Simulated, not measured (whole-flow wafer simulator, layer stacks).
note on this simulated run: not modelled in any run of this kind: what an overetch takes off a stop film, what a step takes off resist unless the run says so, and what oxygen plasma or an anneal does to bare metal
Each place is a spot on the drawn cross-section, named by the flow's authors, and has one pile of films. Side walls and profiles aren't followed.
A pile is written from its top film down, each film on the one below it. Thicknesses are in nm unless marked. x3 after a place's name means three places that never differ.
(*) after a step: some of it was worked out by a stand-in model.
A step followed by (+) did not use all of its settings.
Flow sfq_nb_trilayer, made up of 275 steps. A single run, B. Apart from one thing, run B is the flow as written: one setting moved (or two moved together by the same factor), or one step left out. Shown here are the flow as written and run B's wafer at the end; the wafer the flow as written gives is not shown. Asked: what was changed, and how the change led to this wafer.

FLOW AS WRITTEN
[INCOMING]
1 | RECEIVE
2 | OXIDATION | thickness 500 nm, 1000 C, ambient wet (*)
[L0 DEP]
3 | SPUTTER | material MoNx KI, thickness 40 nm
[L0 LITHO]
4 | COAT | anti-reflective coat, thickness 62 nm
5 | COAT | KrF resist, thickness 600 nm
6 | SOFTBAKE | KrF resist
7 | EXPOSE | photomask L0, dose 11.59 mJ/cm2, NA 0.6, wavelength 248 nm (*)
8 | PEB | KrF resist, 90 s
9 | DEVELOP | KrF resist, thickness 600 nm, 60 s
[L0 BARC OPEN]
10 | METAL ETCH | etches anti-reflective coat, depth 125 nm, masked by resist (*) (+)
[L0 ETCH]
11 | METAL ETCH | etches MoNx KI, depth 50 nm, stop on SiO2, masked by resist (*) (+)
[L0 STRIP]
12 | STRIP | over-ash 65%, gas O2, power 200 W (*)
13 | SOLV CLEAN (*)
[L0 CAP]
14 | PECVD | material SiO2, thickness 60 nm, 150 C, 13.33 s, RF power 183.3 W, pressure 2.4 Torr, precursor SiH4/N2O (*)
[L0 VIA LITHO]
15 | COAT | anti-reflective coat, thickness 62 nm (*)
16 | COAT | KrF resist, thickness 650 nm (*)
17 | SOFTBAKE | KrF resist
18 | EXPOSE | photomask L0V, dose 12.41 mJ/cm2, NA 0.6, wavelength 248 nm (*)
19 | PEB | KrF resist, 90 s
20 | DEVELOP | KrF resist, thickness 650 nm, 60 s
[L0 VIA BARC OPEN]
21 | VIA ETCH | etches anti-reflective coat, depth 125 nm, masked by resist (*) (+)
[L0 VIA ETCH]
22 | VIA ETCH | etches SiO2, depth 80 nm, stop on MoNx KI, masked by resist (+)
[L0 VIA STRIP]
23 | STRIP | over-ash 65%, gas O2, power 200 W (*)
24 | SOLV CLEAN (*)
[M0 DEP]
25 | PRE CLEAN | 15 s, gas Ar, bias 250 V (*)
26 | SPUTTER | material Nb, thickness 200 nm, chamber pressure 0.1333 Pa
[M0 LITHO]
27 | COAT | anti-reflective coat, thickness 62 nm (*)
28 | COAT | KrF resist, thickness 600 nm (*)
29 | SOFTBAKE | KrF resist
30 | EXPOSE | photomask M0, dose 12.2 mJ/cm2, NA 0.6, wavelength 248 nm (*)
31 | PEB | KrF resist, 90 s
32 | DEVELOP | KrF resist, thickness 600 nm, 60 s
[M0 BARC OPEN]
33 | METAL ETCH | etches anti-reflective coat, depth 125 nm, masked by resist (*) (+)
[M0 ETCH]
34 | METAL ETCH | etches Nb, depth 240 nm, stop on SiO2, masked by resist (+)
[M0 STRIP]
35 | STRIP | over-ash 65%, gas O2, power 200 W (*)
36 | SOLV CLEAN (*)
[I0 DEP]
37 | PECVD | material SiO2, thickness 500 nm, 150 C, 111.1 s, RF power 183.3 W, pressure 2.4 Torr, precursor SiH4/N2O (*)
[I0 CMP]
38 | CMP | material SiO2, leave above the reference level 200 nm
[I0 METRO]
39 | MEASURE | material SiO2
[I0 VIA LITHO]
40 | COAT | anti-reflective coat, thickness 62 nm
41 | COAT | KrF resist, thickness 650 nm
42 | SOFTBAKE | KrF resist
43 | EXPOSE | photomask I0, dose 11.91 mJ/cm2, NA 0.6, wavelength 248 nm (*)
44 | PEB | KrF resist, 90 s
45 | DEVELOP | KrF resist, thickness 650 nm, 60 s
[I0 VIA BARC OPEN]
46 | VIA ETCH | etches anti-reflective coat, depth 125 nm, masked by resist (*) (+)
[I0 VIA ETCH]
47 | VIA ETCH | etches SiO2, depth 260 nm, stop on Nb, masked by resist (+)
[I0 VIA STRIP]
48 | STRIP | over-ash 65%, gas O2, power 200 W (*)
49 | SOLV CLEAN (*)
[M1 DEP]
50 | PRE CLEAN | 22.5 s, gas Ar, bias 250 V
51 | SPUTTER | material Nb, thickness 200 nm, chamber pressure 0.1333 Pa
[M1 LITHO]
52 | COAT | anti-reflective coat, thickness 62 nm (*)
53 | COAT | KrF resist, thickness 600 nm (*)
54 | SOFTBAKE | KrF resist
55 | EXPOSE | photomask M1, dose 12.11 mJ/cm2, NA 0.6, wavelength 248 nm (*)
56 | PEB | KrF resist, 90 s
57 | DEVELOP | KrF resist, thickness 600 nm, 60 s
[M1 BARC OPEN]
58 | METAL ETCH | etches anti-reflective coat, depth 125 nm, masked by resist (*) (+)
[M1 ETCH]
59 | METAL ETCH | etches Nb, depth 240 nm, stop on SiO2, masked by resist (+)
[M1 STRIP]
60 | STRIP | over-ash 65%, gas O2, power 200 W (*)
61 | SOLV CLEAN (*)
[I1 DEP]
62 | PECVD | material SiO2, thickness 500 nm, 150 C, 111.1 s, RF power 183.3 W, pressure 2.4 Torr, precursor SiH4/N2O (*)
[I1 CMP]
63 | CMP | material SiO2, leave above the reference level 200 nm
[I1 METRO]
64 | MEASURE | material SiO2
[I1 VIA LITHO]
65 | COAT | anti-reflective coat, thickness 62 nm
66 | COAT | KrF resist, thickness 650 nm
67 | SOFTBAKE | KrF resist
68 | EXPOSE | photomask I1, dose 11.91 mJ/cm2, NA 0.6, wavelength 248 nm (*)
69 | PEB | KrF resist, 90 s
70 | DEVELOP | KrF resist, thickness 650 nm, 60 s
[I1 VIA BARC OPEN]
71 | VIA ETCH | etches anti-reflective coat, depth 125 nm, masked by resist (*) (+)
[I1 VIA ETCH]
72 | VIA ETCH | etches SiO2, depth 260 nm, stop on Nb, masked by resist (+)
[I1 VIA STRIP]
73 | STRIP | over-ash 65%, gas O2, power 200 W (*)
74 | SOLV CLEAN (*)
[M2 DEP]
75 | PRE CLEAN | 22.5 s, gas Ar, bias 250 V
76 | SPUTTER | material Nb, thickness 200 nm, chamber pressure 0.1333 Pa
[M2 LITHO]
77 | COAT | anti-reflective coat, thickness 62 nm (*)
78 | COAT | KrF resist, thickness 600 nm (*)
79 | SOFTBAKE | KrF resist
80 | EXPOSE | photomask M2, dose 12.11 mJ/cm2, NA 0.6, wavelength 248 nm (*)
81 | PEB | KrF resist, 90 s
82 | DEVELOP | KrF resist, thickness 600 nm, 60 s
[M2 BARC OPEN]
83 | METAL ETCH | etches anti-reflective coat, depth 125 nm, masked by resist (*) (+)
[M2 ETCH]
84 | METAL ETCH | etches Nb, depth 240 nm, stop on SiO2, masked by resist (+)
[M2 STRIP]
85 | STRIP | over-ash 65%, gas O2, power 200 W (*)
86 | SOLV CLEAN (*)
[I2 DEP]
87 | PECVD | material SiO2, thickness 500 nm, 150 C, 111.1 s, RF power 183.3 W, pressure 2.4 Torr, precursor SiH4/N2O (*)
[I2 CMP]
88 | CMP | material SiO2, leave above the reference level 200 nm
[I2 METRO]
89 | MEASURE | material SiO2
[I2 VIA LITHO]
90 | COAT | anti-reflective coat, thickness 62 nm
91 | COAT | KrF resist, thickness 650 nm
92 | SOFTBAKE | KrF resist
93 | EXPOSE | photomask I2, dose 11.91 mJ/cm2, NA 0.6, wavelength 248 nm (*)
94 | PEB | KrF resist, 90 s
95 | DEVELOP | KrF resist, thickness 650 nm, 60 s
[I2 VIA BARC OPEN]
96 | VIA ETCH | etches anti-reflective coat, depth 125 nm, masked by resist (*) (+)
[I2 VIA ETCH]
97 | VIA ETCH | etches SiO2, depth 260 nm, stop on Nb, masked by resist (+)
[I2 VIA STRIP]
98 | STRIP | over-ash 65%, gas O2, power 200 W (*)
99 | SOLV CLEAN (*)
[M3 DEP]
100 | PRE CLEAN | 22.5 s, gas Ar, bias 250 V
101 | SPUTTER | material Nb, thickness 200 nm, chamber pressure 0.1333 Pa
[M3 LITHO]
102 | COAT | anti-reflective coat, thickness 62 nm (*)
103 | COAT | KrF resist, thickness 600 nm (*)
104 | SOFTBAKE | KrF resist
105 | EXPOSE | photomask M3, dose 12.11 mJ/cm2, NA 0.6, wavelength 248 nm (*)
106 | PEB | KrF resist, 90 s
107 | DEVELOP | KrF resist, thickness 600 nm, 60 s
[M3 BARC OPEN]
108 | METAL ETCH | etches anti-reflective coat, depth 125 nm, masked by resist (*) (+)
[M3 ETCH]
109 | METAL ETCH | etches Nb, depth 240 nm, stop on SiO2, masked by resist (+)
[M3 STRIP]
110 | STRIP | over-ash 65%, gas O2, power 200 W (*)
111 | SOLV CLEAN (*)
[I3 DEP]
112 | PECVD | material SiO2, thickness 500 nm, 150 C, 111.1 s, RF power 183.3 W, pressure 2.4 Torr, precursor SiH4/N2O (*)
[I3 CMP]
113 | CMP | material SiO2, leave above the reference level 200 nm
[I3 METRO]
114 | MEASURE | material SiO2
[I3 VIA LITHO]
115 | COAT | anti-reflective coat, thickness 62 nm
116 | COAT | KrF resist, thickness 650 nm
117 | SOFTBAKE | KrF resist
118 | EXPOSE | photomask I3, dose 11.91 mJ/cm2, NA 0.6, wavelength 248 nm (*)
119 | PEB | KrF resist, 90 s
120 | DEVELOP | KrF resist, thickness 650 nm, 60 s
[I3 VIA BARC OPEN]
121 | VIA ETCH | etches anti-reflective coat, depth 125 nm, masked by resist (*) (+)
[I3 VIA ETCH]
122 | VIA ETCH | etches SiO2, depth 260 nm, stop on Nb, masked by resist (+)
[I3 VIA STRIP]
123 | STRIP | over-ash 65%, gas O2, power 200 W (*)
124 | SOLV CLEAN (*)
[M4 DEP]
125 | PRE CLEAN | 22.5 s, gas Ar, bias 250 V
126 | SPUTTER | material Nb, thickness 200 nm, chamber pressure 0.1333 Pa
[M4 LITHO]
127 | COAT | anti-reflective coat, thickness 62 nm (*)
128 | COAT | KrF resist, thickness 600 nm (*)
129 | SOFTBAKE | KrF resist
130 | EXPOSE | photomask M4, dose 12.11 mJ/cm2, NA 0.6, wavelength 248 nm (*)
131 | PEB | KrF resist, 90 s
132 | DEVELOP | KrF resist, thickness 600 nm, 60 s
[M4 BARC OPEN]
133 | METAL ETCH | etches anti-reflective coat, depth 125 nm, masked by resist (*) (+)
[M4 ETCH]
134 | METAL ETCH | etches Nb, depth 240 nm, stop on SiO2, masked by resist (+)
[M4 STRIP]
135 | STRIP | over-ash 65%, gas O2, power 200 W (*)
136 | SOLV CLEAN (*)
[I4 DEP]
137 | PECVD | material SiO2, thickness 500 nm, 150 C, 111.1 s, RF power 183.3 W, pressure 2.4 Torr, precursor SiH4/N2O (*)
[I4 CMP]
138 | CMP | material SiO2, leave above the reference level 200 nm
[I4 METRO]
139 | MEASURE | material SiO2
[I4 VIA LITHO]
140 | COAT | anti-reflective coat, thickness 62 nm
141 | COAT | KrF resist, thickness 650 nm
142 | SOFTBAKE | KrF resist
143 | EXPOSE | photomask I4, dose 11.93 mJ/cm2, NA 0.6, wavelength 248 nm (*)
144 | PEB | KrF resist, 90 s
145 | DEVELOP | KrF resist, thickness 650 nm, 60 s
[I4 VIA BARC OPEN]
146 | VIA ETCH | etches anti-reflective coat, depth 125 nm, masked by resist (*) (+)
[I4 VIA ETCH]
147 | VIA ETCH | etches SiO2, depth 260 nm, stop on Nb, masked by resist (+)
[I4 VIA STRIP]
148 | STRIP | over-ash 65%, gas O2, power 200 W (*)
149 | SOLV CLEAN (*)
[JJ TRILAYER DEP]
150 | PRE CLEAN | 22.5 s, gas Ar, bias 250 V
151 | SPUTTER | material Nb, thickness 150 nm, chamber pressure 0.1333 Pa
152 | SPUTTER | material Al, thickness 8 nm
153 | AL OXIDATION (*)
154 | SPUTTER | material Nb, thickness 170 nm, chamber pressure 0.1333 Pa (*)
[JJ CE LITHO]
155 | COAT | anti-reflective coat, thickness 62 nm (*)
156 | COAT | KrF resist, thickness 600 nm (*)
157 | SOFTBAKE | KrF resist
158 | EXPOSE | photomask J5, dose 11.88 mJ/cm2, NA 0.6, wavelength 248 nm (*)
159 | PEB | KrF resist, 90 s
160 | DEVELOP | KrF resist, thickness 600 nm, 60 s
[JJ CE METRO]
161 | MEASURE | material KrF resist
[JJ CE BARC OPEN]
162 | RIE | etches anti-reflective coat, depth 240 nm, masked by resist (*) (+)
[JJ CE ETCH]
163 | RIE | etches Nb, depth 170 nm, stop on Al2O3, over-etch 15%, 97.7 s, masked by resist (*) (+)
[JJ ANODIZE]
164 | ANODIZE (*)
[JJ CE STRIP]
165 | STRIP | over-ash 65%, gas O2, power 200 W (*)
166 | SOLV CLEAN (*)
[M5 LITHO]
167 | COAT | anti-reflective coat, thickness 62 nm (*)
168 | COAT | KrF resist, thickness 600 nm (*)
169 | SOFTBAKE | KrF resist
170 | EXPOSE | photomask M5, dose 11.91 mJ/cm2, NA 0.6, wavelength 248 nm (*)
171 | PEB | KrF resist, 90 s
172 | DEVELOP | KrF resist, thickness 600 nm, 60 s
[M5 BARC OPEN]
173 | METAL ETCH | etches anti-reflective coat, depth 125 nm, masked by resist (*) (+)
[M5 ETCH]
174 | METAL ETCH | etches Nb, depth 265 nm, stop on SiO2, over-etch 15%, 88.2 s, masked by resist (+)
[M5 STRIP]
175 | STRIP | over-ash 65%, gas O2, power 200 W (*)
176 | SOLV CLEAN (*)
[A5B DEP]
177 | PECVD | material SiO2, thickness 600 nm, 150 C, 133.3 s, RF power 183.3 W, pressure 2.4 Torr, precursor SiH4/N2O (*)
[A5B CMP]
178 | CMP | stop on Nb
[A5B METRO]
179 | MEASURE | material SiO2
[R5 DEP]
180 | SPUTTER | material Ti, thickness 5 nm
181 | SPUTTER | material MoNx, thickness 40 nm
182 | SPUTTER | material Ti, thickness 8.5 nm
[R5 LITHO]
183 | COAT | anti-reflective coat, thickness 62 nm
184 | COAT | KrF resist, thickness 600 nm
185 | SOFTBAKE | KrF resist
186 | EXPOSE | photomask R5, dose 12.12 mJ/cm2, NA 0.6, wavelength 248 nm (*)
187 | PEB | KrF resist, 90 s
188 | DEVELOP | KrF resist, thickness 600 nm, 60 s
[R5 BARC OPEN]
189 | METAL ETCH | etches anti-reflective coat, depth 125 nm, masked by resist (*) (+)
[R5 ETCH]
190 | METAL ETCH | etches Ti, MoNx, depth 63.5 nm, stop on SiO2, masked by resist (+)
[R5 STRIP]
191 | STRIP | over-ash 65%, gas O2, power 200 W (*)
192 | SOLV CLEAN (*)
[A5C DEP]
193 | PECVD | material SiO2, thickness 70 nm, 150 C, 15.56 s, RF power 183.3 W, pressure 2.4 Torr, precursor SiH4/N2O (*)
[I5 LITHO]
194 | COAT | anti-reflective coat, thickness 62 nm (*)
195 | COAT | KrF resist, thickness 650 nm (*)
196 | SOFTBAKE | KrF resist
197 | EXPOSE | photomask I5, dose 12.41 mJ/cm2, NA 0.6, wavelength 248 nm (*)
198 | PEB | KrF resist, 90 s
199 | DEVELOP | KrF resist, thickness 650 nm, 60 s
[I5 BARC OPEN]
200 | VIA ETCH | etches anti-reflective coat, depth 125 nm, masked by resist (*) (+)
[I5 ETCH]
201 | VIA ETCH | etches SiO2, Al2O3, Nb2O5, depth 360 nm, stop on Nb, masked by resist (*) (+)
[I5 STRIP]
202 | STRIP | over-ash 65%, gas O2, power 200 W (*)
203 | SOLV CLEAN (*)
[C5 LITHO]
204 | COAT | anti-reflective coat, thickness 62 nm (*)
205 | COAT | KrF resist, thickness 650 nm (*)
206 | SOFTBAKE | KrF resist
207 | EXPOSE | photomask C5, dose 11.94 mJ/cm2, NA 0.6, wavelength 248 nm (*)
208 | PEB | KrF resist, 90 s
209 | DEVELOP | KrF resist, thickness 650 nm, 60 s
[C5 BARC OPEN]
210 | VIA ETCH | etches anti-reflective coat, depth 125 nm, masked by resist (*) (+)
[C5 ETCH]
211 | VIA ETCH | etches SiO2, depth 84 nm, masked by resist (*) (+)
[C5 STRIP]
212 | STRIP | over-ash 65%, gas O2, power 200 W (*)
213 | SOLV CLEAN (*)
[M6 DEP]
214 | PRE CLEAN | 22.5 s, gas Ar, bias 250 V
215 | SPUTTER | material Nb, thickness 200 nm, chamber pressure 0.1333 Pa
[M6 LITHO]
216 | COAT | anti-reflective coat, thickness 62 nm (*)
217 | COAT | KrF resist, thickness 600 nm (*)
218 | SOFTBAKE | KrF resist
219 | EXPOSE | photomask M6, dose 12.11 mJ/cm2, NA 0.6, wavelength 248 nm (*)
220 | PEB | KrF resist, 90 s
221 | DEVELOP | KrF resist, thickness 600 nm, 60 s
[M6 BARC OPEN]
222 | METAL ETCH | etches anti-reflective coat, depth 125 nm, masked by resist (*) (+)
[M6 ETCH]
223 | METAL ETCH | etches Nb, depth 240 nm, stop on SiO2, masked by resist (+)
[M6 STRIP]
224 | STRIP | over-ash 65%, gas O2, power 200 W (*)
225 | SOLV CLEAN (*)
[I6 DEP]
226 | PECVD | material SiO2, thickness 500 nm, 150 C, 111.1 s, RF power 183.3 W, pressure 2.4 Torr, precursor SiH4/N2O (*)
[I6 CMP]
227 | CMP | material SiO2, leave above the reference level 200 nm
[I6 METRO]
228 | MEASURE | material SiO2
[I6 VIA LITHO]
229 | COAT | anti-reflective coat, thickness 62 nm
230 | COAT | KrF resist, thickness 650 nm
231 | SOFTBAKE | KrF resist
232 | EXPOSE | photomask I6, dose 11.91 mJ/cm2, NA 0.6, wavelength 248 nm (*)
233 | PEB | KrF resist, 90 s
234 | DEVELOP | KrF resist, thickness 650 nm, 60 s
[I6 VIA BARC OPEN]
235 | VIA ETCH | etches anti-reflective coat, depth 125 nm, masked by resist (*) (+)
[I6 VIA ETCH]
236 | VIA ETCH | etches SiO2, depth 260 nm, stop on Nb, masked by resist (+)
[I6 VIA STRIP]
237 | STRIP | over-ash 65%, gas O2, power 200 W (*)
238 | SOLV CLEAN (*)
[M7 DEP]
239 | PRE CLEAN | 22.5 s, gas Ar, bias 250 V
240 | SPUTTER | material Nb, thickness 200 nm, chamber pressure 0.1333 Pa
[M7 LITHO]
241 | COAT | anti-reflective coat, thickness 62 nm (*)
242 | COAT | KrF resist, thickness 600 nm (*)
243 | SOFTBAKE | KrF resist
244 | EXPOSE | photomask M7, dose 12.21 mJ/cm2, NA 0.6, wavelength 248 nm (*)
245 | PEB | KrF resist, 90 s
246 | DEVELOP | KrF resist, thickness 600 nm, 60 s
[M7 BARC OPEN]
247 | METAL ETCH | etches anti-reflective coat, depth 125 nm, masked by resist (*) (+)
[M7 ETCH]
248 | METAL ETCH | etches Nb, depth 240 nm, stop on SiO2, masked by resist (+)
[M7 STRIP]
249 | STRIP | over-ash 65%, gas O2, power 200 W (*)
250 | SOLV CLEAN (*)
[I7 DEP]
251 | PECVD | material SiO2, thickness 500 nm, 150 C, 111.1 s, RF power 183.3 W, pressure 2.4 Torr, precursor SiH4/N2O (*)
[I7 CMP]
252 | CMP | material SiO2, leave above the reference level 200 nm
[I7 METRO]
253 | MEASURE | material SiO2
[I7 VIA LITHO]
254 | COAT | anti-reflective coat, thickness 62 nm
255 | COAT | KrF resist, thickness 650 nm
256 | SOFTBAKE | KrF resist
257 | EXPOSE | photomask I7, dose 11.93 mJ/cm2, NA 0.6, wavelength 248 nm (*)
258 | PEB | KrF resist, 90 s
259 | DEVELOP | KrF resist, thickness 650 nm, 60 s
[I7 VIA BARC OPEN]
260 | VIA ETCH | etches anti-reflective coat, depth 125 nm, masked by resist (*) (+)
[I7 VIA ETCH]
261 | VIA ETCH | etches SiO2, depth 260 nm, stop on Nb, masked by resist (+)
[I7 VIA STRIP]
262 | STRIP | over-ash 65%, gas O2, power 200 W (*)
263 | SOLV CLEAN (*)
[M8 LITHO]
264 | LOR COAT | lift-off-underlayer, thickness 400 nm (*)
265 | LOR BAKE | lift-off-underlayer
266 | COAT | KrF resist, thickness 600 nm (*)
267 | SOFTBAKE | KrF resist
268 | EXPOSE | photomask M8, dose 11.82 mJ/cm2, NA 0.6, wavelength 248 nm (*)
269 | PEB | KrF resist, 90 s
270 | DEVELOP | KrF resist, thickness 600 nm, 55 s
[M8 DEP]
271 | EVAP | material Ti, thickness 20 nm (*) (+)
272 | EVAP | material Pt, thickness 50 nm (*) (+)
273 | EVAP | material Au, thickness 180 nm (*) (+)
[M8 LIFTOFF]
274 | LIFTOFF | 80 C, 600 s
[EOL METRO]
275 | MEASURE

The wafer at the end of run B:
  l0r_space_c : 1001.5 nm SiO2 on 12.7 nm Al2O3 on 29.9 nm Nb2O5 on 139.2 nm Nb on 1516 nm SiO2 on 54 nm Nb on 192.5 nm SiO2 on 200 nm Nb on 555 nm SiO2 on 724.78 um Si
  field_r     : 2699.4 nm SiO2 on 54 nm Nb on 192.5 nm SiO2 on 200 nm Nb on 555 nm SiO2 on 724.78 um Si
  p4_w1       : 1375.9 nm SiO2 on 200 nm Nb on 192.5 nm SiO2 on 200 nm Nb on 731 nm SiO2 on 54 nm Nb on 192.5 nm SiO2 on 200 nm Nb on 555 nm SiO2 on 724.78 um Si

Cause: step 59, METAL ETCH: depth 146 nm was run, while the flow as written has depth 240 nm.

How this came from the change, step by step:
  59 | METAL ETCH | etches Nb, depth 240 nm, stop on SiO2, masked by resist (+)
      field_l, be, be_sur and 79 more: Nb loses 146 (it would be, as written: Nb loses 200 (all of it))
      v_sur, via_wl, via_w and 21 more: KrF resist loses 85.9 (it would be, as written: KrF resist loses 141.2)
  60 | STRIP | over-ash 65%, gas O2, power 200 W (*)
      wl_j_sl, wl_jj, wl_j_sr and 13 more: KrF resist loses 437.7 (all of it), anti-reflective coat loses 62 (all of it) (it would be, as written: KrF resist loses 382.4 (all of it), anti-reflective coat loses 62 (all of it))
      v_sur: KrF resist loses 421.2 (all of it), anti-reflective coat loses 61.1 (all of it) (it would be, as written: KrF resist loses 365.9 (all of it), anti-reflective coat loses 61.1 (all of it))
      (as well as at 7 more places)
  62 | PECVD | material SiO2, thickness 500 nm, 150 C, 111.1 s, RF power 183.3 W, pressure 2.4 Torr, precursor SiH4/N2O (*)
      field_l, be, be_sur and 72 more: SiO2 gains 500 (new film) (it would be, as written: SiO2 gains 500)
      lsp_m, ln_m6, lsp_r, l0_sur, l0v: SiO2 gains 500 (new film) (it would be, as written: SiO2 gains 494.9)
      (as well as at 2 more places)
  63 | CMP | material SiO2, leave above the reference level 200 nm
      field_l, be, be_sur and 72 more: SiO2 loses 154 (it would be, as written: SiO2 loses 100)
      lsp_m, ln_m6, lsp_r, l0_sur, l0v: SiO2 loses 154 (it would be, as written: SiO2 loses 94.9)
Taking metal films that touch as one body, l0r_space_c has 3 bodies (between them, from the top down: SiO2 1516; SiO2 192.5); the flow as written gives 2 bodies (between them, from the top down: SiO2 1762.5).
Taking metal films that touch as one body, field_r has 2 bodies (between them, from the top down: SiO2 192.5); the flow as written gives 1 body.
Taking metal films that touch as one body, p4_w1 has 4 bodies (between them, from the top down: SiO2 192.5; SiO2 731; SiO2 192.5); the flow as written gives 3 bodies (between them, from the top down: SiO2 192.5; SiO2 977.5).
